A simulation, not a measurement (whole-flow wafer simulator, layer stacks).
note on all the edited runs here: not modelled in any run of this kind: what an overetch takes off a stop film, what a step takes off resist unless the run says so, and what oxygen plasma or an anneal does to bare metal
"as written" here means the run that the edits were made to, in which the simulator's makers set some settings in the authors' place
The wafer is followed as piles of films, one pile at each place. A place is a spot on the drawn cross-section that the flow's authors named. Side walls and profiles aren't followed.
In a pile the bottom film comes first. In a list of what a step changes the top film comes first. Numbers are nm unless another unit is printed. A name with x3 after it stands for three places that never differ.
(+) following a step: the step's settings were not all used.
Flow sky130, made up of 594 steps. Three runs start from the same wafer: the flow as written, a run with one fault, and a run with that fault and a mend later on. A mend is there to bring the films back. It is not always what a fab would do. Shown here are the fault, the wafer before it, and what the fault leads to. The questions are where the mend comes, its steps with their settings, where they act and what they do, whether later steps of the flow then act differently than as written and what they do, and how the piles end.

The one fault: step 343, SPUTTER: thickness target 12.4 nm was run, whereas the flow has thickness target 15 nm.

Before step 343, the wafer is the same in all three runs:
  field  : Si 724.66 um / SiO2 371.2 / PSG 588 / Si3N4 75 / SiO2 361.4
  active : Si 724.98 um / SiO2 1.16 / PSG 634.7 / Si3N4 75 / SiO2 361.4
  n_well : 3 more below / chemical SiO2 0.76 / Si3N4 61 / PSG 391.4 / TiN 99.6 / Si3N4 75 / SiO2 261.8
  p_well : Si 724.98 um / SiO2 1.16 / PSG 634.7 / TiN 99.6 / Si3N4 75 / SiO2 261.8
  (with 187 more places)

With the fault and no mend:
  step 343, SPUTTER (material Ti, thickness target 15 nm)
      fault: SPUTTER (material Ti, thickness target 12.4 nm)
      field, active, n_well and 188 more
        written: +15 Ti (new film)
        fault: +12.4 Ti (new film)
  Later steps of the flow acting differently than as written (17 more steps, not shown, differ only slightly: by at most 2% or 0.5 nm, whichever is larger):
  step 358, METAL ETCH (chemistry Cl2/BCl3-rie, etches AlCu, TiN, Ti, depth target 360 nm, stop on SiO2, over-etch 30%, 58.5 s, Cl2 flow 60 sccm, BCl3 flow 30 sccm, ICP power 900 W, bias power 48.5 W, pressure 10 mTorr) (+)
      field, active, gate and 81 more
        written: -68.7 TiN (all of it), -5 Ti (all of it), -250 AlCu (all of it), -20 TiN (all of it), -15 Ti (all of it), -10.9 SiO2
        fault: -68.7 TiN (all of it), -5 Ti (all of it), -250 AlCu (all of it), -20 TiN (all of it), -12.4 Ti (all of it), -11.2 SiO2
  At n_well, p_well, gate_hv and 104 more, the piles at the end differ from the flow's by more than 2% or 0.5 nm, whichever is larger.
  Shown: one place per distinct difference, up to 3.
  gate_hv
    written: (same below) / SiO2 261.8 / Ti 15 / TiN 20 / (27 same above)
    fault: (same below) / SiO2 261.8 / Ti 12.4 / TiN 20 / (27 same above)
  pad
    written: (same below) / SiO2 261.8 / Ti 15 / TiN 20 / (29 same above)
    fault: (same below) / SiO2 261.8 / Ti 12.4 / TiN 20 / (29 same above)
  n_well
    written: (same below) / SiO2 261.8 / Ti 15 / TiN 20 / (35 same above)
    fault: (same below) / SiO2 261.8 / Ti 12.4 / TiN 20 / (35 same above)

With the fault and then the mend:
  The mend follows step 343.
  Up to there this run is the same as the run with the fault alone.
  step 343a, SPUTTER (material Ti, thickness target 2.6 nm) (a further turn of the flow's step 343, with different settings)
      field, active, n_well and 188 more
        +2.6 Ti
  Every later step of the flow that is run acts as written at every place that is followed.
  The piles end the same as the flow's at every place that both follow.
